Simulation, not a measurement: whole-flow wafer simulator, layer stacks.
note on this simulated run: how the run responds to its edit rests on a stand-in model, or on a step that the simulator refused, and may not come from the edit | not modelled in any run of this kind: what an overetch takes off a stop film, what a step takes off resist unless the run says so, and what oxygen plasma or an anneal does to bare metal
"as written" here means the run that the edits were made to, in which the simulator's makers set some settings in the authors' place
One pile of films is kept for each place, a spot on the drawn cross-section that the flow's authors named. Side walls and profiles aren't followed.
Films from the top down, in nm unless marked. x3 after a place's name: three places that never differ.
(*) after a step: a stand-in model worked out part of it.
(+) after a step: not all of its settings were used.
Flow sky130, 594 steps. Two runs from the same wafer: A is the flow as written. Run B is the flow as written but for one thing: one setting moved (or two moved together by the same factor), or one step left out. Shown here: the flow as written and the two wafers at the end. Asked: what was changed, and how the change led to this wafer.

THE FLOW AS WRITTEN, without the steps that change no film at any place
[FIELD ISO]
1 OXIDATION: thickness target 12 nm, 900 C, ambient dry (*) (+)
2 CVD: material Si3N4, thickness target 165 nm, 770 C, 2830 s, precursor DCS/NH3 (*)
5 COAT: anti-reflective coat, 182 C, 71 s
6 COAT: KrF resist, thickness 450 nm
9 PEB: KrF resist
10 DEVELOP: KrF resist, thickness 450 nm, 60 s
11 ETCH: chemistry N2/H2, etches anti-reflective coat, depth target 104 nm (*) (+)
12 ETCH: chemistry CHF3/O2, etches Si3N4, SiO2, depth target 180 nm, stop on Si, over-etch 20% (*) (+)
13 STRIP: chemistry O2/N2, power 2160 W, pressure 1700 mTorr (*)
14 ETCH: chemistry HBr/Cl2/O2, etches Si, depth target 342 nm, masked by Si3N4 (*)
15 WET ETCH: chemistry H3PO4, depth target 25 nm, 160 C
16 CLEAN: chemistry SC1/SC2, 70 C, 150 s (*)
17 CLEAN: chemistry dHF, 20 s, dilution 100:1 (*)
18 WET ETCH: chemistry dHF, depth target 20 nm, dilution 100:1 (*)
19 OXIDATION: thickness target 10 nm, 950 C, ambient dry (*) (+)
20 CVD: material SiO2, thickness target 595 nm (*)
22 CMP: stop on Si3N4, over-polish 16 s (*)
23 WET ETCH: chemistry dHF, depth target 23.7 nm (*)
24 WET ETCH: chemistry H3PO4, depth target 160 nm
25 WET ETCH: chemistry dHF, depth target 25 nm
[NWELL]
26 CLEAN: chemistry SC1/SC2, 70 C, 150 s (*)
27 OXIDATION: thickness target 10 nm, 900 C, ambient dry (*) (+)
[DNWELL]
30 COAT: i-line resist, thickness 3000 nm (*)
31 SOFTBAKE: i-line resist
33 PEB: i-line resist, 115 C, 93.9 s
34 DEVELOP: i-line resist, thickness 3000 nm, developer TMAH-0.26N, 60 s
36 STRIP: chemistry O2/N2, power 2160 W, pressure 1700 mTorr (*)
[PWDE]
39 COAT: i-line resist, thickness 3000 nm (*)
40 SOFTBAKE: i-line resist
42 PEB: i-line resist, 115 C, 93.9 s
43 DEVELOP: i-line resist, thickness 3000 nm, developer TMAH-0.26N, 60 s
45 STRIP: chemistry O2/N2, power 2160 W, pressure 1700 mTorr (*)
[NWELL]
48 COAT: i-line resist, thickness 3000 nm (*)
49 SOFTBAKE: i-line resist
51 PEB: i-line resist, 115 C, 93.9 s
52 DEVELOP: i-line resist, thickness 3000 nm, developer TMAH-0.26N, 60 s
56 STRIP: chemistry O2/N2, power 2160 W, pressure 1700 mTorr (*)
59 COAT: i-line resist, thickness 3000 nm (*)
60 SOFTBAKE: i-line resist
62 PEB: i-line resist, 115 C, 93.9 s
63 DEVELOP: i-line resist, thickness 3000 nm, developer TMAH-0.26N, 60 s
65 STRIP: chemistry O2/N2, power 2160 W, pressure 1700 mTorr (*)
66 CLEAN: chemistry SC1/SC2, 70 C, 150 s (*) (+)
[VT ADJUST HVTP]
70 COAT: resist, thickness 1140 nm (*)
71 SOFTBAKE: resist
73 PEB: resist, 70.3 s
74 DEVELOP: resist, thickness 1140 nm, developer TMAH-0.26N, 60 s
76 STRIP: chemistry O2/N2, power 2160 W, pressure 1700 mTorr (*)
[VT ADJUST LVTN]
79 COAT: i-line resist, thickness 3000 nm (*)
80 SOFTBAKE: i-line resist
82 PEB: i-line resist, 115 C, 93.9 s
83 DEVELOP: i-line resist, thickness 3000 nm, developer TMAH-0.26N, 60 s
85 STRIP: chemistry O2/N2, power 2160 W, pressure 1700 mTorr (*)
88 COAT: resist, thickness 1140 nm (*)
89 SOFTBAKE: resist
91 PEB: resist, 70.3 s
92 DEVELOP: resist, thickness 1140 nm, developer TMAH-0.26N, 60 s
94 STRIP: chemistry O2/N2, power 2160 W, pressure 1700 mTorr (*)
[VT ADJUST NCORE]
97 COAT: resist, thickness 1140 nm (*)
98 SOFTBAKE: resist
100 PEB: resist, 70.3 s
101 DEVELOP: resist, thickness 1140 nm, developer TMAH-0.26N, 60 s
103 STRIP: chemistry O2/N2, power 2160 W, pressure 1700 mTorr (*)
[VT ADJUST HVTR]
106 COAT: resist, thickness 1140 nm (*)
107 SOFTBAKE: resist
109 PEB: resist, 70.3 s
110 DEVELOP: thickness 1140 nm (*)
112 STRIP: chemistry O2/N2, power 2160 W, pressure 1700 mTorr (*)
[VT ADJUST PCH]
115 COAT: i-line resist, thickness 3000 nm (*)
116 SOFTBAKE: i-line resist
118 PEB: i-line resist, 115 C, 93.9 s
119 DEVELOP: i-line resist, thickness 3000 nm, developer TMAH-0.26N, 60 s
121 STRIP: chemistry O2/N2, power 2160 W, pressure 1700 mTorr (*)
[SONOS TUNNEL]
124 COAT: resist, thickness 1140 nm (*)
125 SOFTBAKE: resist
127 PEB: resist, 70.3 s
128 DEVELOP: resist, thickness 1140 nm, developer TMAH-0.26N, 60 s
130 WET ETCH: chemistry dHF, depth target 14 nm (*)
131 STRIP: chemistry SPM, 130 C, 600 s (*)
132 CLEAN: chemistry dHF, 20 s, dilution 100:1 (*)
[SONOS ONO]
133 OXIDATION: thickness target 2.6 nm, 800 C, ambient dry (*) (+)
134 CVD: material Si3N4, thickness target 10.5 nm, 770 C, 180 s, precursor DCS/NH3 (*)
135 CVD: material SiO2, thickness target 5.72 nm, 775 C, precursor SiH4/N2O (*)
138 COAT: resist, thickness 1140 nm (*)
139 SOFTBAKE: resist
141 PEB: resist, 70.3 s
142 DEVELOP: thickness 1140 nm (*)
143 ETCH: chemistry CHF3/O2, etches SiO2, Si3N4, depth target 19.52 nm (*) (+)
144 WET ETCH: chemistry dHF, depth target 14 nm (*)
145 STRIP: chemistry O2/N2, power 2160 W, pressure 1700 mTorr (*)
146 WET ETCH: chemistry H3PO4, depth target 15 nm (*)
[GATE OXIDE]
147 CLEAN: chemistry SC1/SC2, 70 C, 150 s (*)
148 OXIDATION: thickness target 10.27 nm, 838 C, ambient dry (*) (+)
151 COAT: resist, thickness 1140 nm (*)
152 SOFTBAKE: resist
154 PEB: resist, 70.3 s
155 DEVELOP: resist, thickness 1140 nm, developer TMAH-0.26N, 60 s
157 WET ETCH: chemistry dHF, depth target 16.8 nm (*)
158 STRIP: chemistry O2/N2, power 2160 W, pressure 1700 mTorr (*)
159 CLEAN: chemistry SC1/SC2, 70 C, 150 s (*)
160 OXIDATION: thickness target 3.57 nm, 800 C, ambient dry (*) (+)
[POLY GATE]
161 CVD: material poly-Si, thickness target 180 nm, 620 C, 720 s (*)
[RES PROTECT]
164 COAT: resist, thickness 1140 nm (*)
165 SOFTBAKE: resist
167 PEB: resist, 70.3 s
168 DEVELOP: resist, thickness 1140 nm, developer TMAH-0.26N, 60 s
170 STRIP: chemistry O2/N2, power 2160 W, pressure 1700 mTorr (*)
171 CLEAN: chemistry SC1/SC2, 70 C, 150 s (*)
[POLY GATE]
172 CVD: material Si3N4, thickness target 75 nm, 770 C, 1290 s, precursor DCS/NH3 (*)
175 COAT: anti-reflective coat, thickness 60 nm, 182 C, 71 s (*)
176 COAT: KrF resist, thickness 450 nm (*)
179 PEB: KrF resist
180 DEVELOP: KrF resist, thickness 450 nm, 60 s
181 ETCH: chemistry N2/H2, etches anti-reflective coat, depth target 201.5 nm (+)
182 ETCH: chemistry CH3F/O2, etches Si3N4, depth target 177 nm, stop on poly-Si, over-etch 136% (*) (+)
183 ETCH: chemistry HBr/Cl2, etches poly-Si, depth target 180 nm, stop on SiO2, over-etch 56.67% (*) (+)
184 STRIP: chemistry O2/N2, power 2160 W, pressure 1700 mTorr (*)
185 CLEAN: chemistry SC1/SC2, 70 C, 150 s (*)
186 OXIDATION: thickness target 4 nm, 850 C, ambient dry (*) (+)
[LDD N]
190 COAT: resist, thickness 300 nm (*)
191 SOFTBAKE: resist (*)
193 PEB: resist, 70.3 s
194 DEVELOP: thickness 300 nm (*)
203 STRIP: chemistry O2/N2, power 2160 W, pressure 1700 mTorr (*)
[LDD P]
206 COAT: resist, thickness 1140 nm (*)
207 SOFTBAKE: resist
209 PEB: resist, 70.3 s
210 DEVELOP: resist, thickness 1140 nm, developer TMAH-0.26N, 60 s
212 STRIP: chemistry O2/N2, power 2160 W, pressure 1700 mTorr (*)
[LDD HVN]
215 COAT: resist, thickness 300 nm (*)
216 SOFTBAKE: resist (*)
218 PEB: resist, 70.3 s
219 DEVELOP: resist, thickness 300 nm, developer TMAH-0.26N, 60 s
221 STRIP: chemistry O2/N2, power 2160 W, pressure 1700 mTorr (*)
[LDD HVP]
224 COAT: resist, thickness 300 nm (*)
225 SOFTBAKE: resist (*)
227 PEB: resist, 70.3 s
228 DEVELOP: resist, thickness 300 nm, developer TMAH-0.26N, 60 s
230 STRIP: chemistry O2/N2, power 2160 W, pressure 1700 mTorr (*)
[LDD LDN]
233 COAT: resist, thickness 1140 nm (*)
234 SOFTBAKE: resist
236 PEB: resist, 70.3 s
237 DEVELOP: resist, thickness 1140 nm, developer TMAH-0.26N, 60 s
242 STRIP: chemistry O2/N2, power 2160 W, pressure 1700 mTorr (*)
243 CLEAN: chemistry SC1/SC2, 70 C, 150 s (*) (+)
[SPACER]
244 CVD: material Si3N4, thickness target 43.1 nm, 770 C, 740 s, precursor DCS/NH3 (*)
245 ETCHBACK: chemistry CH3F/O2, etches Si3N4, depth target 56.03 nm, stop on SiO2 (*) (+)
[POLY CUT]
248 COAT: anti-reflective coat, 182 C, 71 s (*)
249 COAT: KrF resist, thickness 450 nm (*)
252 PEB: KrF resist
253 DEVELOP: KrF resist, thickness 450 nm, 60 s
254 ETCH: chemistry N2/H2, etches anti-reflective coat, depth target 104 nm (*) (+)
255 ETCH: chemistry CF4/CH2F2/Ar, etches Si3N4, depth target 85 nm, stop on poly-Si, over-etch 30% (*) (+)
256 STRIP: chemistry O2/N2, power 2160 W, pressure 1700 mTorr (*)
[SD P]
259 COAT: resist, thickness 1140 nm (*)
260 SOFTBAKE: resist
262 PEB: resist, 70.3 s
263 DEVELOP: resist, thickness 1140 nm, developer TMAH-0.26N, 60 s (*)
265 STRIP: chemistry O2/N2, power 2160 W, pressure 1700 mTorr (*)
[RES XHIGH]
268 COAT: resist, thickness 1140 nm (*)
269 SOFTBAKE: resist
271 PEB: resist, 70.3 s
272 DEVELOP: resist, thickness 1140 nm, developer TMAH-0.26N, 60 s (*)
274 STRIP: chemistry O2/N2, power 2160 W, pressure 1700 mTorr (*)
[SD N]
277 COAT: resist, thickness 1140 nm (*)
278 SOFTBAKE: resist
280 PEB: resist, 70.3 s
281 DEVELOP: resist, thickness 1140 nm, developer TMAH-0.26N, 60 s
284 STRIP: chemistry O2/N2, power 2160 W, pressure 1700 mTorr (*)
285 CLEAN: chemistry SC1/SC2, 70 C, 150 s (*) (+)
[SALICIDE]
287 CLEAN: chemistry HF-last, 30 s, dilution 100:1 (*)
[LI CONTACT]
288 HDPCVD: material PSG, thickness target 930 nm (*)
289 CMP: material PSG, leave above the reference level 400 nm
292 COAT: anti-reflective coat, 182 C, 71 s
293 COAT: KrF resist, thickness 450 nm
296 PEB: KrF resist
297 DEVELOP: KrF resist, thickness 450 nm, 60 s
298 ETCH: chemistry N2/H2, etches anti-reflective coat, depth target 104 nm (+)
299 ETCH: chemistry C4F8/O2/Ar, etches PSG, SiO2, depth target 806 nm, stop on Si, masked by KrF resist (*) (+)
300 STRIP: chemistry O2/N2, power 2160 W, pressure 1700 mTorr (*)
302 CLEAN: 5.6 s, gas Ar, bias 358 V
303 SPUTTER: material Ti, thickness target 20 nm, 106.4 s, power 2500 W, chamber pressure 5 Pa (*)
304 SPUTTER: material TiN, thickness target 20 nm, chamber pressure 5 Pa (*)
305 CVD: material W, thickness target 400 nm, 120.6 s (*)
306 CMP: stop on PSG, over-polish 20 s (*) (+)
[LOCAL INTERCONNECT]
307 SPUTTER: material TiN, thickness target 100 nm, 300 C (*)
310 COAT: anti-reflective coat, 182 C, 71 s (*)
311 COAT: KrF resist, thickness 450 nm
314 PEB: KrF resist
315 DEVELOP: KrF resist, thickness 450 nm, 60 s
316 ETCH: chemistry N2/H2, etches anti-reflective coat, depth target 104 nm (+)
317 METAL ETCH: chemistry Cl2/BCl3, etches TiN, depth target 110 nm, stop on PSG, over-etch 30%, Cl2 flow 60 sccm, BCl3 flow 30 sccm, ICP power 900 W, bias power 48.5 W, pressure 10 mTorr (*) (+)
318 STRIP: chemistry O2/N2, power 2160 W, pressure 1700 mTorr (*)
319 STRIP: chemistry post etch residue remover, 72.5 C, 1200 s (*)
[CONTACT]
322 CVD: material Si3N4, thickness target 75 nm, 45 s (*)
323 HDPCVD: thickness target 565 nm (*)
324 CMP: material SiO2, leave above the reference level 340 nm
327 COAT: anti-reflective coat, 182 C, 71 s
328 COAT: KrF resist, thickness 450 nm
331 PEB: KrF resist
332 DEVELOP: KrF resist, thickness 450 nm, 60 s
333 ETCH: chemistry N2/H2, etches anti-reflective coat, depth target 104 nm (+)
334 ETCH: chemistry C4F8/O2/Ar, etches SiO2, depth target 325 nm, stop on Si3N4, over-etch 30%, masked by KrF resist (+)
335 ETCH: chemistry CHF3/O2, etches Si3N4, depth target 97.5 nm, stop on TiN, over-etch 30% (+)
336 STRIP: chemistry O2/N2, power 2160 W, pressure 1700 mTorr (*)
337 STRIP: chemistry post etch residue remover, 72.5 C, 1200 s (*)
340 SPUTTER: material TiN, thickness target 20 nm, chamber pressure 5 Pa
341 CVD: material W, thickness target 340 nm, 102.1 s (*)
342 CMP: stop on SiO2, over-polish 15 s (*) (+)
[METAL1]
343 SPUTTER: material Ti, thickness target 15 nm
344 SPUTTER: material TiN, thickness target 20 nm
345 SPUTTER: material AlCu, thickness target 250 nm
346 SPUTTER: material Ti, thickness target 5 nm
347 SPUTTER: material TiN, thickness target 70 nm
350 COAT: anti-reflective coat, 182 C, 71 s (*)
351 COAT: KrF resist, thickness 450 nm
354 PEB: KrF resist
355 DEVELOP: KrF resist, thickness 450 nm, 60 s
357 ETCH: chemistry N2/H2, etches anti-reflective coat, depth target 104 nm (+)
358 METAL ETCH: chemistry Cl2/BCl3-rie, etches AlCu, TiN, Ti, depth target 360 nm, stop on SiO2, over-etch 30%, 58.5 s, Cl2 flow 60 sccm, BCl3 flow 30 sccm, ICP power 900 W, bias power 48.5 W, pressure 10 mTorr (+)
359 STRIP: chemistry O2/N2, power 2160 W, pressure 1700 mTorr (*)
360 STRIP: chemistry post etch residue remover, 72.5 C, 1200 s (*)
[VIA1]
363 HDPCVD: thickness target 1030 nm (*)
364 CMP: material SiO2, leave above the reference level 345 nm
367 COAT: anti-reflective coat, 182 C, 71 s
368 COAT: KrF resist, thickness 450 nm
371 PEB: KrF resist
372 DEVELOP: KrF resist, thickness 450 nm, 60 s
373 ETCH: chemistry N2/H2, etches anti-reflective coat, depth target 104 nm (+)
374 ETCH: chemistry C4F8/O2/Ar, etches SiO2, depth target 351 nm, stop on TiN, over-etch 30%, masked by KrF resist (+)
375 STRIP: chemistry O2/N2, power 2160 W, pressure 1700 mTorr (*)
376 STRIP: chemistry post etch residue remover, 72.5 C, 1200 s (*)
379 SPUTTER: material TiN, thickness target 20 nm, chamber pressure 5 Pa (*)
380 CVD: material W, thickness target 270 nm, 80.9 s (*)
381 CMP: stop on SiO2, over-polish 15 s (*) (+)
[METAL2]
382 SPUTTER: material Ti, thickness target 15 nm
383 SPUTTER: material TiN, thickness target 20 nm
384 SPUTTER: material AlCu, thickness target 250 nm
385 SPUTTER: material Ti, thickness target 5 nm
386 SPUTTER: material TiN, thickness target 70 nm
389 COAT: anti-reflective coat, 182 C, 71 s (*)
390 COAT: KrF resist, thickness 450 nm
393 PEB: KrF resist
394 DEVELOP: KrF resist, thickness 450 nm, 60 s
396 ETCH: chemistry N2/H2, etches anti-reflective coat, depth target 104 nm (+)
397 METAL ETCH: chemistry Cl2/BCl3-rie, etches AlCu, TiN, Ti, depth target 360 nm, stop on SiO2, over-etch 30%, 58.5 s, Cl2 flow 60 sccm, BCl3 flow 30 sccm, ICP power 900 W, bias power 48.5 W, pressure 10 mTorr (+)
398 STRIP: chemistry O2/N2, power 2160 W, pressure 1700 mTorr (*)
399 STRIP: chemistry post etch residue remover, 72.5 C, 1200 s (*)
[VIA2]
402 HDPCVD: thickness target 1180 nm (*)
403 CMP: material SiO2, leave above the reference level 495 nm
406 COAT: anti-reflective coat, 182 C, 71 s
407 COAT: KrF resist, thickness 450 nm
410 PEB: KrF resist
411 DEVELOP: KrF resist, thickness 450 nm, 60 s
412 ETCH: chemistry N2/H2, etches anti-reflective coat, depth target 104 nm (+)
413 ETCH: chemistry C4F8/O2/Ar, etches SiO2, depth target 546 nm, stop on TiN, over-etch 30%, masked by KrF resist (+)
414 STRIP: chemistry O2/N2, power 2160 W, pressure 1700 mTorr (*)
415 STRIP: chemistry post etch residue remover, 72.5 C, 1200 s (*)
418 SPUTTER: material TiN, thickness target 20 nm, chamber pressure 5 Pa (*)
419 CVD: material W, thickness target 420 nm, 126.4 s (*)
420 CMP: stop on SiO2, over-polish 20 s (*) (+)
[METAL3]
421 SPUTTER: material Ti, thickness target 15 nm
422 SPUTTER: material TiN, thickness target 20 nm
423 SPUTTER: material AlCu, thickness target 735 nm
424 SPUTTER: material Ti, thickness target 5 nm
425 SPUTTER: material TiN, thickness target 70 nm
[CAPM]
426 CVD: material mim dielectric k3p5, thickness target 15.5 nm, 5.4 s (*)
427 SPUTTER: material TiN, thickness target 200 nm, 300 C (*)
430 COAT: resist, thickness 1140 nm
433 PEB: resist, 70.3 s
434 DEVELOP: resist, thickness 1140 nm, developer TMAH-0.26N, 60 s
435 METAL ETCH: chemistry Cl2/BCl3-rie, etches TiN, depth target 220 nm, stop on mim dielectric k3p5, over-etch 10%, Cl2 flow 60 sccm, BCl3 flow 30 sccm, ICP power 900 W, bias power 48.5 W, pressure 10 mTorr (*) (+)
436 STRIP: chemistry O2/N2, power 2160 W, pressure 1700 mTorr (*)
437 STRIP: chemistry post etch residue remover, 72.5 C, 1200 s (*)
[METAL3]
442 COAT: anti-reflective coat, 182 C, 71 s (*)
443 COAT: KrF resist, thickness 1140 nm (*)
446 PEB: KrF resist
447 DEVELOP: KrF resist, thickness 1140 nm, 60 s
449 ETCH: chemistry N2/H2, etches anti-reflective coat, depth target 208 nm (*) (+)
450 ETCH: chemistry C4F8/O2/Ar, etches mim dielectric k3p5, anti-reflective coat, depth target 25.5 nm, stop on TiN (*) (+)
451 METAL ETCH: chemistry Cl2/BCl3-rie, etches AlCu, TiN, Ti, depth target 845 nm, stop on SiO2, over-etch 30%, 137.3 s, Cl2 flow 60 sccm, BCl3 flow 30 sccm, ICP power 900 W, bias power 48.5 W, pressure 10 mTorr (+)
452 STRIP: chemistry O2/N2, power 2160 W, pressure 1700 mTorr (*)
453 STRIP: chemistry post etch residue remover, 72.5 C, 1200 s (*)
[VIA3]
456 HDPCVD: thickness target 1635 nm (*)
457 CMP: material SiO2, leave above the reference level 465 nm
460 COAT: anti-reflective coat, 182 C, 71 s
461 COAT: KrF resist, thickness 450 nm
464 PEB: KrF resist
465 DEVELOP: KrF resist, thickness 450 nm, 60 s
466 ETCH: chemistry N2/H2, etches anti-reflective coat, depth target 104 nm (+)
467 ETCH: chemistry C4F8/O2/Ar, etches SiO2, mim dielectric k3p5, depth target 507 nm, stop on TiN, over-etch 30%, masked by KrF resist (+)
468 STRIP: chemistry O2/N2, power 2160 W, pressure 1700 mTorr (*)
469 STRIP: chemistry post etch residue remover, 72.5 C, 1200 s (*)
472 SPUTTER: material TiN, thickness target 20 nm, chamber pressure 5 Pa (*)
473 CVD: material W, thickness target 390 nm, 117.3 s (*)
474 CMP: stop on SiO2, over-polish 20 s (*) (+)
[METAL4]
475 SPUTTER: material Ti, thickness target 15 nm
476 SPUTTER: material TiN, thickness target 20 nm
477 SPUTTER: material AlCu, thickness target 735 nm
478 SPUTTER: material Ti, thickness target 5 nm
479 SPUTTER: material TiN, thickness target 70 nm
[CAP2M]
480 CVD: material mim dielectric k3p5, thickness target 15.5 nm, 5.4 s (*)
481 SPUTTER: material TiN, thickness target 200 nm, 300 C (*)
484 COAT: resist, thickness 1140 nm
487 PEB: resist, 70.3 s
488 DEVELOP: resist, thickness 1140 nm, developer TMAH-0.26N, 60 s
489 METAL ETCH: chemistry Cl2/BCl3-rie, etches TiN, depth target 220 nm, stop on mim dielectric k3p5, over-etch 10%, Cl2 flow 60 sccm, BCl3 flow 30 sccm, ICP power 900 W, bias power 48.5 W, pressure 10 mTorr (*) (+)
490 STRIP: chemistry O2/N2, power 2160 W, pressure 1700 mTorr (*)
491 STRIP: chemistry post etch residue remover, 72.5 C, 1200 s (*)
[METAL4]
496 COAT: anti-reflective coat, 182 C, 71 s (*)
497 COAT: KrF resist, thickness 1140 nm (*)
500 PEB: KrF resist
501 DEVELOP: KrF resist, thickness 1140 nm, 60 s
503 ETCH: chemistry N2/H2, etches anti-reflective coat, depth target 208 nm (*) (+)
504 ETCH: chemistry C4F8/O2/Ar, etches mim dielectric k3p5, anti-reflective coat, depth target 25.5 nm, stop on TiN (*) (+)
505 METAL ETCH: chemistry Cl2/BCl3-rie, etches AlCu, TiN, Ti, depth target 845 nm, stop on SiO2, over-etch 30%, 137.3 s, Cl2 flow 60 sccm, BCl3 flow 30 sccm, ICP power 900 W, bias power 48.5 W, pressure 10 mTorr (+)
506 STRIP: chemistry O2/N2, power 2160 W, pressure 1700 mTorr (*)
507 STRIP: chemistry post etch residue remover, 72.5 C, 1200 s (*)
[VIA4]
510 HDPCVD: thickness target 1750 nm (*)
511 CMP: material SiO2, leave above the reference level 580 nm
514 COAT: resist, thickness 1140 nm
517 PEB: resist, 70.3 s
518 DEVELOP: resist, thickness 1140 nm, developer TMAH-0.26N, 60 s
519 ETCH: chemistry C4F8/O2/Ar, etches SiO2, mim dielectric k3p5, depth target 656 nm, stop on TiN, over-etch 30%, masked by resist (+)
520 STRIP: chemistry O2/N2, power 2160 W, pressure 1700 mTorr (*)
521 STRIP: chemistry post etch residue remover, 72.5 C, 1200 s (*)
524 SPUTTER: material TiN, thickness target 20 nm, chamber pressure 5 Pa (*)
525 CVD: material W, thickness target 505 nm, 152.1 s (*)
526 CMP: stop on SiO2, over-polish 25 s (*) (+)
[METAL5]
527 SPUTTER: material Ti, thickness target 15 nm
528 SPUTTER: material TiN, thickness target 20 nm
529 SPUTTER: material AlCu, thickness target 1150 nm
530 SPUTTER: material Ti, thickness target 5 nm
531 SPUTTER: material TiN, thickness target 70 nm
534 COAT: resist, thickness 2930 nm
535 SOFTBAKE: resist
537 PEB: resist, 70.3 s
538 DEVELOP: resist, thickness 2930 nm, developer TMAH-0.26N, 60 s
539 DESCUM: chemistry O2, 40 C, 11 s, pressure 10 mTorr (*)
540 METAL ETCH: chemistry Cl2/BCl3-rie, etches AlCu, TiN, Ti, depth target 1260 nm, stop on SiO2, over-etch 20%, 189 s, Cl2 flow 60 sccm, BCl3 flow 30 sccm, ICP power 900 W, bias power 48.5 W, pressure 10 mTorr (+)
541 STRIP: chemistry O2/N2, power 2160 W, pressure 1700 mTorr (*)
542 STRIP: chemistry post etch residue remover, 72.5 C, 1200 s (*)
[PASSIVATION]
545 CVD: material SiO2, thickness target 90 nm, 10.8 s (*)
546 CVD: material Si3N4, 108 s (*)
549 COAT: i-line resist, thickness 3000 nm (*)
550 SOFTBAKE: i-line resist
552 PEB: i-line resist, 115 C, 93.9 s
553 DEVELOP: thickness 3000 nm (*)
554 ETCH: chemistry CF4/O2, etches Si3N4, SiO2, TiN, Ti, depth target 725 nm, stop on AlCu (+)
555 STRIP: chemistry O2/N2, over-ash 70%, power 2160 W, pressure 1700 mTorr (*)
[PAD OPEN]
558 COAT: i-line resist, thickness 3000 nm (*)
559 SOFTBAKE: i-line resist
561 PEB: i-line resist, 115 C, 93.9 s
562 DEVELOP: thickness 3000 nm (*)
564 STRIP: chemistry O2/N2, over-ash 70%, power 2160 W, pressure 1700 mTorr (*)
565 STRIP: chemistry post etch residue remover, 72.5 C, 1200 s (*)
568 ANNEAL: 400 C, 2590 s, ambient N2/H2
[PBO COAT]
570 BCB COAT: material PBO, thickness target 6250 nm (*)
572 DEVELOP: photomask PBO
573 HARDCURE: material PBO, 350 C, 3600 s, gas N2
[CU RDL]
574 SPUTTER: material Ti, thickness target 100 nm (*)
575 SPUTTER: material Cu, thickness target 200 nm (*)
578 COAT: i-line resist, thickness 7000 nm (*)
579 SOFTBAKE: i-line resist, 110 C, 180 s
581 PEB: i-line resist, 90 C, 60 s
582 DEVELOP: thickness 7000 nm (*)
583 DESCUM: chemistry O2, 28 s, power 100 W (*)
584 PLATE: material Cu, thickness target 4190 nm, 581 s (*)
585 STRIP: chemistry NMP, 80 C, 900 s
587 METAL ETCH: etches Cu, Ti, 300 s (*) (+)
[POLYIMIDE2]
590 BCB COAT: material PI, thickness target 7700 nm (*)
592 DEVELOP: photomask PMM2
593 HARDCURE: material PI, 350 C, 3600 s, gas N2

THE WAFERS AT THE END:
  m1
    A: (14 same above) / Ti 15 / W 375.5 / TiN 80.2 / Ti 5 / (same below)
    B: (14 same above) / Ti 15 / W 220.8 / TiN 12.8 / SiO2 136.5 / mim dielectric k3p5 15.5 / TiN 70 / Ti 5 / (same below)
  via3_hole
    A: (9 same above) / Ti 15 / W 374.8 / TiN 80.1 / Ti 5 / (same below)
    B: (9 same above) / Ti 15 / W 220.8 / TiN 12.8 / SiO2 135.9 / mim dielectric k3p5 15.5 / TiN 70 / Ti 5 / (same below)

The cause: step 467, ETCH: depth target 238 nm was run, where the flow has depth target 507 nm.

How the change led to this, step by step:
  467 ETCH: chemistry C4F8/O2/Ar, etches SiO2, mim dielectric k3p5, depth target 507 nm, stop on TiN, over-etch 30%, masked by KrF resist (+)
      m1: A SiO2 -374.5 (all of it), mim dielectric k3p5 -15.5 (all of it) | B SiO2 -238
      via3_hole: A SiO2 -373.9 (all of it), mim dielectric k3p5 -15.5 (all of it) | B SiO2 -238
      (and at 190 more places)
  468 STRIP: chemistry O2/N2, power 2160 W, pressure 1700 mTorr (*)
      field, active, n_well and 187 more: A KrF resist -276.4 (all of it), anti-reflective coat -80 (all of it) | B KrF resist -330.2 (all of it), anti-reflective coat -80 (all of it)
  472 SPUTTER: material TiN, thickness target 20 nm, chamber pressure 5 Pa (*)
      m1, via3_hole: A TiN +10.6 | B TiN +12.8 (new film)
  473 CVD: material W, thickness target 390 nm, 117.3 s (*)
      m1: A W +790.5 (new film) | B W +635.8 (new film)
      via3_hole: A W +789.9 (new film) | B W +635.8 (new film)
Counting metal films that touch as one body, m1 has 3 bodies (between them, from the top down: SiO2 136.5 / mim dielectric k3p5 15.5; SiO2 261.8 / Si3N4 75); the flow as written gives 2 bodies (between them, from the top down: SiO2 261.8 / Si3N4 75).
Counting metal films that touch as one body, via3_hole has 2 bodies (between them, from the top down: SiO2 135.9 / mim dielectric k3p5 15.5); the flow as written gives 1 body.
